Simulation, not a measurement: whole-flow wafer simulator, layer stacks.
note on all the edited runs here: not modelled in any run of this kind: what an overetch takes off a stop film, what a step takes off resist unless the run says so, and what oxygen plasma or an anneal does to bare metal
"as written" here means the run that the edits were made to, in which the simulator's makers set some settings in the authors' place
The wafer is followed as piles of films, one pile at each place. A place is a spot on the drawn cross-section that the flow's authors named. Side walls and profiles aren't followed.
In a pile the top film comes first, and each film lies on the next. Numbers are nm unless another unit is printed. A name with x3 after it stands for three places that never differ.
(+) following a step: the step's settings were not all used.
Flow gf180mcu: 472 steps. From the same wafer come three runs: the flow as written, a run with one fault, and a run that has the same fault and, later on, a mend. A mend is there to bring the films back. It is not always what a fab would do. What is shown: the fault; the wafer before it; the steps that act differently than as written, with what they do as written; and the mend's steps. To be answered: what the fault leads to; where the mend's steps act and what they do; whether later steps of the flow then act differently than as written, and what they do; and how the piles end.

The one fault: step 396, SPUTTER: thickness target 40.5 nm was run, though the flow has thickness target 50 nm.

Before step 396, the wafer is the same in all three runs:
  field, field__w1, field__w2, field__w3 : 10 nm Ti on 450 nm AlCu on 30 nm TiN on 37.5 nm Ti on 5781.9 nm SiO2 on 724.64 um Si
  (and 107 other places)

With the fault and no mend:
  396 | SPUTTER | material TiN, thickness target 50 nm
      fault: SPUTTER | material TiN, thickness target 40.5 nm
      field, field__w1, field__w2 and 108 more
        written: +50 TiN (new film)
        fault: +40.5 TiN (new film)
  Later steps of the flow acting differently than as written (not shown: 1 more step that differs only slightly, by at most 2% or 0.5 nm, whichever is larger):
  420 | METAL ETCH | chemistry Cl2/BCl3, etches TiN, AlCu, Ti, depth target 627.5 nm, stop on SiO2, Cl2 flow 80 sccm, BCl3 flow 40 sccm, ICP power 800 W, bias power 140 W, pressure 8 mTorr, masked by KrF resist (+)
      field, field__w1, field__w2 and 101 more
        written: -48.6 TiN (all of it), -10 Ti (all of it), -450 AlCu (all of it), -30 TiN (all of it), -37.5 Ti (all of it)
        fault: -39.1 TiN (all of it), -10 Ti (all of it), -450 AlCu (all of it), -30 TiN (all of it), -37.5 Ti (all of it)
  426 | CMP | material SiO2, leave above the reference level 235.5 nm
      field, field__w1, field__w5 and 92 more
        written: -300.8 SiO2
        fault: -310.3 SiO2
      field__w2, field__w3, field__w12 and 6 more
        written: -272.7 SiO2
        fault: -282.6 SiO2
  The piles end different from the flow's at field__w4, field__w8, contact, m1, m1__w1, mim, mim_1p0, m1_nw by more than 2% or 0.5 nm, whichever is larger.
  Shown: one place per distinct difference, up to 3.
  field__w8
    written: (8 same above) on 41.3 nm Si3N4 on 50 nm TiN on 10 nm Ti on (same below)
    fault: (8 same above) on 41.3 nm Si3N4 on 40.5 nm TiN on 10 nm Ti on (same below)
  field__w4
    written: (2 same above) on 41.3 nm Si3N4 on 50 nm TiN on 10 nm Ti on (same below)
    fault: (2 same above) on 41.3 nm Si3N4 on 40.5 nm TiN on 10 nm Ti on (same below)
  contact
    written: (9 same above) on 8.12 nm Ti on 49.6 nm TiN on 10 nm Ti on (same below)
    fault: (9 same above) on 8.12 nm Ti on 40.1 nm TiN on 10 nm Ti on (same below)

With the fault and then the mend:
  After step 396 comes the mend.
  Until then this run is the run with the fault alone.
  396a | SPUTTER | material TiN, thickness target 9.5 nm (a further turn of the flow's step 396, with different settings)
      field, field__w1, field__w2 and 108 more
        +9.5 TiN
  Later steps of the flow that are run all act as written at every place that is followed.
  By the end, the piles equal the flow's at every place that both follow.
